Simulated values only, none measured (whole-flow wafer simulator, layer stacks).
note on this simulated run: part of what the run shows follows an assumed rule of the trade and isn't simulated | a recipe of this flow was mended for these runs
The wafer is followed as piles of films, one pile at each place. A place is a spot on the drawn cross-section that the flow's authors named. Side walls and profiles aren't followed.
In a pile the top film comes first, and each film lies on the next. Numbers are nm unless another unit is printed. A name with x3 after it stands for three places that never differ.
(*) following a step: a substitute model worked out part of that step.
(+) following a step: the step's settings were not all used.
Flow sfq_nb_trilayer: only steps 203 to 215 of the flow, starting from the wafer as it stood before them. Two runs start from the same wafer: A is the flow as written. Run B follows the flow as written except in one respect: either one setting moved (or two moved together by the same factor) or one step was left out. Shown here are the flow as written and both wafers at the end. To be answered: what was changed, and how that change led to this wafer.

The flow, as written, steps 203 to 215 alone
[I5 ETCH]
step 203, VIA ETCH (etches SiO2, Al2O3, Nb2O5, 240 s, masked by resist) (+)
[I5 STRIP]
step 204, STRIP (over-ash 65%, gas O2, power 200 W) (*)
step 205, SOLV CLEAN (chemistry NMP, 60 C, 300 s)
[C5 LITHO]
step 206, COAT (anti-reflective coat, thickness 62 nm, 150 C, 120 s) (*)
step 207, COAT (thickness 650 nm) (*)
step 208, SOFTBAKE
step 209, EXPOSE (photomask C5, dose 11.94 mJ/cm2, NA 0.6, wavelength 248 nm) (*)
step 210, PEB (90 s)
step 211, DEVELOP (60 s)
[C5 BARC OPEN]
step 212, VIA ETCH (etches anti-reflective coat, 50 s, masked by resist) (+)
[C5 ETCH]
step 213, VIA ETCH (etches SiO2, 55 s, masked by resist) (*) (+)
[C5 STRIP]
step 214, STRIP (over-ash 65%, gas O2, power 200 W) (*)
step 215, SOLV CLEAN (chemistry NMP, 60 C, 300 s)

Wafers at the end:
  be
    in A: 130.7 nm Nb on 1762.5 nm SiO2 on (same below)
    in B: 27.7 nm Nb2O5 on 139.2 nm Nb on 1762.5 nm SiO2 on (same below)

What caused this: step 203, VIA ETCH: 153 s was run, whereas the flow has 240 s.

How this came from the change, step by step:
  step 203, VIA ETCH (etches SiO2, Al2O3, Nb2O5, 240 s, masked by resist) (+)
      be: A SiO2 loses 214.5 (all of it), Al2O3 loses 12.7 (all of it), Nb2O5 loses 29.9 (all of it), Nb loses 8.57 | B SiO2 loses 214.5 (all of it), Al2O3 loses 12.7 (all of it), Nb2O5 loses 2.28
      field_l, v_sur, via_wl and 102 more: A KrF-resist-other-grade loses 240 | B KrF-resist-other-grade loses 153
  step 204, STRIP (over-ash 65%, gas O2, power 200 W) (*)
      p4_fl x5, p4_w1 x9, p3_s0 x9, l0r_line_l x3, l0r_space_c x19, m0r_space_l x2: A KrF-resist-other-grade loses 315.7 (all of it), anti-reflective coat loses 62 (all of it) | B KrF-resist-other-grade loses 402.7 (all of it), anti-reflective coat loses 62 (all of it)
      wl_b_sl, wl_b_m5, wl_b_sr and 14 more: A KrF-resist-other-grade loses 315.6 (all of it), anti-reflective coat loses 62 (all of it) | B KrF-resist-other-grade loses 402.6 (all of it), anti-reflective coat loses 62 (all of it)
      (also at 41 further places)
  step 206, COAT (anti-reflective coat, thickness 62 nm, 150 C, 120 s) (*)
      be: A anti-reflective coat gains 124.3 (new film) | B anti-reflective coat gains 118.9 (new film)
  step 207, COAT (thickness 650 nm) (*)
      be: A KrF-resist-other-grade gains 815 (new film) | B KrF-resist-other-grade gains 788.9 (new film)
  step 214, STRIP (over-ash 65%, gas O2, power 200 W) (*)
      be: A KrF-resist-other-grade loses 705.8 (all of it), anti-reflective coat loses 124.3 (all of it) | B KrF-resist-other-grade loses 679.7 (all of it), anti-reflective coat loses 118.9 (all of it)
